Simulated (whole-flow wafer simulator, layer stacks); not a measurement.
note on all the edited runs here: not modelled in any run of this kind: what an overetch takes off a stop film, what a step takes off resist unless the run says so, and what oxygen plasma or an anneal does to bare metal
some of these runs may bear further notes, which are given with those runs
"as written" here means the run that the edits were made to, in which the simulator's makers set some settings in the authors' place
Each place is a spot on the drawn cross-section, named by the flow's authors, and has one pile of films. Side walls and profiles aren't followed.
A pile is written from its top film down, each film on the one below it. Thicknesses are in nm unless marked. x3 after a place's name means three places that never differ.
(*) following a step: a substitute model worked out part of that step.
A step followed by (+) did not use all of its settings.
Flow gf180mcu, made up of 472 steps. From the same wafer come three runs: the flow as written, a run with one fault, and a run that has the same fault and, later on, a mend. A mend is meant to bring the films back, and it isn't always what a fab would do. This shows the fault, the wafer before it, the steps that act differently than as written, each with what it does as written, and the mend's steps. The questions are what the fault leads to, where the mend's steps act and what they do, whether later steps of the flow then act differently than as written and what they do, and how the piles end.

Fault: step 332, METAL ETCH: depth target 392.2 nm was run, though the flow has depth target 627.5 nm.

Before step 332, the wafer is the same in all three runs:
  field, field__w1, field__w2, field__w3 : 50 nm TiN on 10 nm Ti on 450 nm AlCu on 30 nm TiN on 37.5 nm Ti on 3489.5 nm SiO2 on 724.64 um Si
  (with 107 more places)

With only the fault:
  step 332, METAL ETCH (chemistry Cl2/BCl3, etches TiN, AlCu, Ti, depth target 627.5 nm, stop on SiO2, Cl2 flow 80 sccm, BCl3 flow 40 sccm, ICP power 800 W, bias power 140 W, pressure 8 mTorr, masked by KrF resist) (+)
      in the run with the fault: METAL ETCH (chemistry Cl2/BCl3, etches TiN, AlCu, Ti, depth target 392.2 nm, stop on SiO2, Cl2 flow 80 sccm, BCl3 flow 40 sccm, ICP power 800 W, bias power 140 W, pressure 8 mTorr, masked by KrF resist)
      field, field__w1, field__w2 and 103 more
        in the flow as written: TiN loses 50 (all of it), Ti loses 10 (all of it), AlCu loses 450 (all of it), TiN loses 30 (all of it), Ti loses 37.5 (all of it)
        in the run with the fault: TiN loses 50 (all of it), Ti loses 10 (all of it), AlCu loses 332.2
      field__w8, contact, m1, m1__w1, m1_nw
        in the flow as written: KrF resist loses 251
        in the run with the fault: KrF resist loses 156.9
  Steps further on in the flow that do not act as written:
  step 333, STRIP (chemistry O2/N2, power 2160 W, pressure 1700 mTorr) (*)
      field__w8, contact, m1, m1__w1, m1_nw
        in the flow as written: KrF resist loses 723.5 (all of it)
        in the run with the fault: KrF resist loses 817.6 (all of it)
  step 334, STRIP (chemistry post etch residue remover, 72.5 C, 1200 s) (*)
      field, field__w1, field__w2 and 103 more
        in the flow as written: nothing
        in the run with the fault: AlCu loses 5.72
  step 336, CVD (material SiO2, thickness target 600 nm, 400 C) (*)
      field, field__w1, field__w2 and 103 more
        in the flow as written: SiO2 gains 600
        in the run with the fault: SiO2 gains 600 (new film)
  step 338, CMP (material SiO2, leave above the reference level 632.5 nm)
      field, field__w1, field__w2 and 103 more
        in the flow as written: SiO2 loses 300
        in the run with the fault: SiO2 loses 479.6
  The piles end different from the flow's at field, field__w1, field__w2 and 104 more by more than 2% or 0.5 nm, whichever is larger.
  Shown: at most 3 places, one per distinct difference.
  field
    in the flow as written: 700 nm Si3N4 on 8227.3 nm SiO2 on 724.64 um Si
    in the run with the fault: 700 nm Si3N4 on 4558.2 nm SiO2 on 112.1 nm AlCu on 30 nm TiN on 37.5 nm Ti on 3489.5 nm SiO2 on 724.64 um Si
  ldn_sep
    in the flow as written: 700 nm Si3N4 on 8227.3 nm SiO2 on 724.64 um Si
    in the run with the fault: 700 nm Si3N4 on 4558.2 nm SiO2 on 112.1 nm AlCu on 30 nm TiN on 37.5 nm Ti on 3489.4 nm SiO2 on 724.64 um Si
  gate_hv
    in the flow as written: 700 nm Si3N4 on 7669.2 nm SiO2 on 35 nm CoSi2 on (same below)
    in the run with the fault: 700 nm Si3N4 on 4558.2 nm SiO2 on 112.1 nm AlCu on 30 nm TiN on 37.5 nm Ti on 2931.3 nm SiO2 on 35 nm CoSi2 on (same below)

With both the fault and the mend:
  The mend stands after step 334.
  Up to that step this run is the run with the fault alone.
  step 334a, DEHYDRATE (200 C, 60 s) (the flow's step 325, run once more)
      alters no film at any place that is followed
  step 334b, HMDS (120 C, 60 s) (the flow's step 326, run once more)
      alters no film at any place that is followed
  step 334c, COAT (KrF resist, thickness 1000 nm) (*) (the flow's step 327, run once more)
      iso_ptap_pw, iso_ntap_nw, iso_nw_fld and 33 more
        KrF resist gains 1000 (new film)
      field_sub__w2, field_sub__w4, gate_nat and 10 more
        KrF resist gains 1002.5 (new film)
      field__w2, field__w3, field__w12 and 9 more
        KrF resist gains 1002.7 (new film)
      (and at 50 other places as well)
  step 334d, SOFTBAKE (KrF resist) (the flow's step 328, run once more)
      alters no film at any place that is followed
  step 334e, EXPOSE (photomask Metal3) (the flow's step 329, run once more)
      alters no film at any place that is followed
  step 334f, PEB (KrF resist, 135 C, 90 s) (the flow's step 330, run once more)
      field__w1, field__w2, field__w3 and 57 more
        KrF resist loses 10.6
      iso_ptap_pw, iso_ntap_nw, iso_nw_fld and 33 more
        KrF resist loses 10.5
      gate_hv, sd_p, nw_sep_fld, polyc_n
        KrF resist loses 10.7
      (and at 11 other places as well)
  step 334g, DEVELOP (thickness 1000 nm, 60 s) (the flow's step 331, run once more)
      iso_ptap_pw, iso_ntap_nw, iso_nw_fld and 33 more
        KrF resist loses 989.5 (all of it)
      field__w12, field_sub, field_sub__w3 and 8 more
        KrF resist loses 992.1 (all of it)
      field_sub__w2, field_sub__w4, gate_nat and 8 more
        KrF resist loses 991.9 (all of it)
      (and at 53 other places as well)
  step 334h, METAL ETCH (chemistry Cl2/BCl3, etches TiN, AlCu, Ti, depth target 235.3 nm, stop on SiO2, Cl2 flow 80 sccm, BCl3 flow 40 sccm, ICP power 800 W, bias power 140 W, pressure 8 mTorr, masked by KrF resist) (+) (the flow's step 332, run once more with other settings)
      field, field__w1, field__w2 and 103 more
        AlCu loses 112.1 (all of it), TiN loses 30 (all of it), Ti loses 37.5 (all of it)
      field__w8, contact, m1, m1__w1, m1_nw
        KrF resist loses 94.1
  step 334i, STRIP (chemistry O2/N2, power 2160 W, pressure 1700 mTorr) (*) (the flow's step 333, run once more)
      field__w8
        KrF resist loses 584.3 (all of it)
      contact
        KrF resist loses 582.3 (all of it)
      m1
        KrF resist loses 584.5 (all of it)
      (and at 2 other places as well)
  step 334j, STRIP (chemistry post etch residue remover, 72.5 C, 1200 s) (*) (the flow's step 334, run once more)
      field__w8, contact, m1, m1__w1, m1_nw
        TiN loses 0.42
  Later steps of the flow that are run all act as written at every place that is followed, up to a difference of at most 2% or 0.5 nm, whichever is larger.
  The piles end only slightly different from the flow's at the places that both follow, by no more than 2% or 0.5 nm, whichever is larger.
